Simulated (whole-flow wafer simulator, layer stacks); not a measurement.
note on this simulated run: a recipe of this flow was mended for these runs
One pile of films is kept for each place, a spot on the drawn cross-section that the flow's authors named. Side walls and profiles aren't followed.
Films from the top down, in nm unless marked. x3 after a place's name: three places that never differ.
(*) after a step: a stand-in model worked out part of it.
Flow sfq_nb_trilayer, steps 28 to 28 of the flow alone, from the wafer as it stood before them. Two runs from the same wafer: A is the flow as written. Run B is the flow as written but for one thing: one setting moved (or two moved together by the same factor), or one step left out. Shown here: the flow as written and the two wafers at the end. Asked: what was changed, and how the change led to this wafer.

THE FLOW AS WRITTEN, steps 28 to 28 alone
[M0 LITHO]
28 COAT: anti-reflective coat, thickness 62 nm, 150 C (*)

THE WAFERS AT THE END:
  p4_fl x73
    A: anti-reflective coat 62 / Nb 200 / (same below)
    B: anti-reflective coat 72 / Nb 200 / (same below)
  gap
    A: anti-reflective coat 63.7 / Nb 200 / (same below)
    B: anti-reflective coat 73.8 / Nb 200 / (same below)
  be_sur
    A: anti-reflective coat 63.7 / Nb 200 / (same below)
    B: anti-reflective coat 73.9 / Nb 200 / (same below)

The cause: step 28, COAT: thickness 72 nm was run, where the flow has thickness 62 nm.
It can be read off the wafer: p4_fl x73 has anti-reflective coat 72, and step 28 as written asks for 62 nm.

How the change led to this, step by step:
  28 COAT: anti-reflective coat, thickness 62 nm, 150 C (*)
      p4_fl x73: A anti-reflective coat +62 (new film) | B anti-reflective coat +72 (new film)
      gap, jj_sur, ce_l and 6 more: A anti-reflective coat +63.7 (new film) | B anti-reflective coat +73.8 (new film)
      (and at 24 more places)
